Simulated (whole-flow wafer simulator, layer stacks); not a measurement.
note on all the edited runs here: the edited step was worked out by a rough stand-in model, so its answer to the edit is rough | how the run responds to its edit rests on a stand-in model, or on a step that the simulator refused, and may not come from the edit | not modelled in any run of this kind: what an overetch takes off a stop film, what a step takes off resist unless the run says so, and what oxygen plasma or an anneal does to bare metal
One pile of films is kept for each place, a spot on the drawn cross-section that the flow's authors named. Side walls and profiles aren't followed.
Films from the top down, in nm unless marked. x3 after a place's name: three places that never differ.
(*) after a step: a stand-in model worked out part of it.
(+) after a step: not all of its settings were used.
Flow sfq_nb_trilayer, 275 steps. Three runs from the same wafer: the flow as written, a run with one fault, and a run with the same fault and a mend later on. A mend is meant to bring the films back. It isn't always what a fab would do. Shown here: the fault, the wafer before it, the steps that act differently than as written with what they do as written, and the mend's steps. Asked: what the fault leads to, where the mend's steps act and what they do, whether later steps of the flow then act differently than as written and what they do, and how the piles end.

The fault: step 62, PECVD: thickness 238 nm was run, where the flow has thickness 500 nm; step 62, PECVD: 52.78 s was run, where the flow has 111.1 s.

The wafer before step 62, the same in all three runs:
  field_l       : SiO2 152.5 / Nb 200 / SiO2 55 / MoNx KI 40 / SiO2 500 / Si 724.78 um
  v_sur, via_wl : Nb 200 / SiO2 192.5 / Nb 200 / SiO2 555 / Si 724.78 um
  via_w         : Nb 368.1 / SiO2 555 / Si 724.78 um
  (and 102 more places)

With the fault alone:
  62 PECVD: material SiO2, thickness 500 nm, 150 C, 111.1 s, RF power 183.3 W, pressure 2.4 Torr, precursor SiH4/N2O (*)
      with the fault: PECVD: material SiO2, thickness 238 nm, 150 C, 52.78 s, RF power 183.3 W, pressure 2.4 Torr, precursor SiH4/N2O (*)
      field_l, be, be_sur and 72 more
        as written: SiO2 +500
        with the fault: SiO2 +238
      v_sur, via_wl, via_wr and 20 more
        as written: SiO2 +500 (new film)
        with the fault: SiO2 +238 (new film)
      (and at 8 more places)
  Later steps of the flow that act differently than as written (16 more steps differ only slightly, by at most 2% or 0.5 nm, whichever is larger, and aren't shown):
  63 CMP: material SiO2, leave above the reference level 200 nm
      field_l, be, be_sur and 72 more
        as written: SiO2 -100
        with the fault: nothing
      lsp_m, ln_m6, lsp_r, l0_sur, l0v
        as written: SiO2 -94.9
        with the fault: nothing
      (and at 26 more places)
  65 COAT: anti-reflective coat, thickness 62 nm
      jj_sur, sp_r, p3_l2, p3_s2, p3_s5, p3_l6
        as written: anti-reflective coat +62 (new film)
        with the fault: anti-reflective coat +64 (new film)
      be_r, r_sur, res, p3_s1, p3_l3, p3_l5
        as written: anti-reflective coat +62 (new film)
        with the fault: anti-reflective coat +63.9 (new film)
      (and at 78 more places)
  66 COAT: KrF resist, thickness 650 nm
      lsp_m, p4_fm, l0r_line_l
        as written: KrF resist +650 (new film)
        with the fault: KrF resist +663.9 (new film)
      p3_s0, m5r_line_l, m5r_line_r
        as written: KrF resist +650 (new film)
        with the fault: KrF resist +668 (new film)
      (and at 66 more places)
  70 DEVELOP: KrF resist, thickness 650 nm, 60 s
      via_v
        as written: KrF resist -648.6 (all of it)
        with the fault: KrF resist -590.8 (all of it)
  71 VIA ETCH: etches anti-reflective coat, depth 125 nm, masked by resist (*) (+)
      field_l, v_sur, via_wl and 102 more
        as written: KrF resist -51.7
        with the fault: KrF resist -41.1
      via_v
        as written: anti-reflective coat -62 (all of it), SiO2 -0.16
        with the fault: anti-reflective coat -49.3 (all of it), SiO2 -0.12
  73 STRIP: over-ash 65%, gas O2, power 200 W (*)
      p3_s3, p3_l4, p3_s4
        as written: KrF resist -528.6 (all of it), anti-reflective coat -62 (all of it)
        with the fault: KrF resist -544.4 (all of it), anti-reflective coat -63.8 (all of it)
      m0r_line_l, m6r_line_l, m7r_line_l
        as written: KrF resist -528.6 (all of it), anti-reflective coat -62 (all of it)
        with the fault: KrF resist -570.7 (all of it), anti-reflective coat -62.2 (all of it)
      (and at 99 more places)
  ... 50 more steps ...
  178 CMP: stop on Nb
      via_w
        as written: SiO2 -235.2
        with the fault: SiO2 -226.5
  At the end the piles differ from the flow's by more than 2% or 0.5 nm, whichever is larger, at via_w, p4_w1, p4_w2 and 7 more.
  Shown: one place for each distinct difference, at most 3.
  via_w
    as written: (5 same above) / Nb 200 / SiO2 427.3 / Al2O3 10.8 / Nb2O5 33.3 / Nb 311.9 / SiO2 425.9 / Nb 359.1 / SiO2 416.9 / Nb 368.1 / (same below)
    with the fault: (5 same above) / Nb 200 / SiO2 495.5 / Al2O3 10.1 / Nb2O5 34.6 / Nb 110.8 / SiO2 189.6 / Nb 161.3 / SiO2 344 / Nb 90.1 / SiO2 188.8 / Nb 161.5 / SiO2 199 / Nb 368.1 / (same below)
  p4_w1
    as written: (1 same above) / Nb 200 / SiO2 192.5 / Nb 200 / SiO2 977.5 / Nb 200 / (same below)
    with the fault: (1 same above) / Nb 200 / SiO2 254.5 / Nb 200 / SiO2 915.5 / Nb 200 / (same below)

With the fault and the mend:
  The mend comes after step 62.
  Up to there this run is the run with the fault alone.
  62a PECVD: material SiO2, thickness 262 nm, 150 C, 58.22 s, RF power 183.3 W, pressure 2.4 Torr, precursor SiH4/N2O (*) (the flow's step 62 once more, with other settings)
      field_l, v_sur, via_wl and 102 more
        SiO2 +262
      via_w
        SiO2 +263
  Later steps of the flow that act differently than as written:
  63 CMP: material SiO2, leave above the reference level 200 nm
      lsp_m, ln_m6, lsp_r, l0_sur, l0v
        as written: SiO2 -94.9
        with the mend: SiO2 -100
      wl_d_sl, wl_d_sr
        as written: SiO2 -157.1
        with the mend: SiO2 -100
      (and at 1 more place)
  At the end the piles are the same as the flow's at every place that both follow.
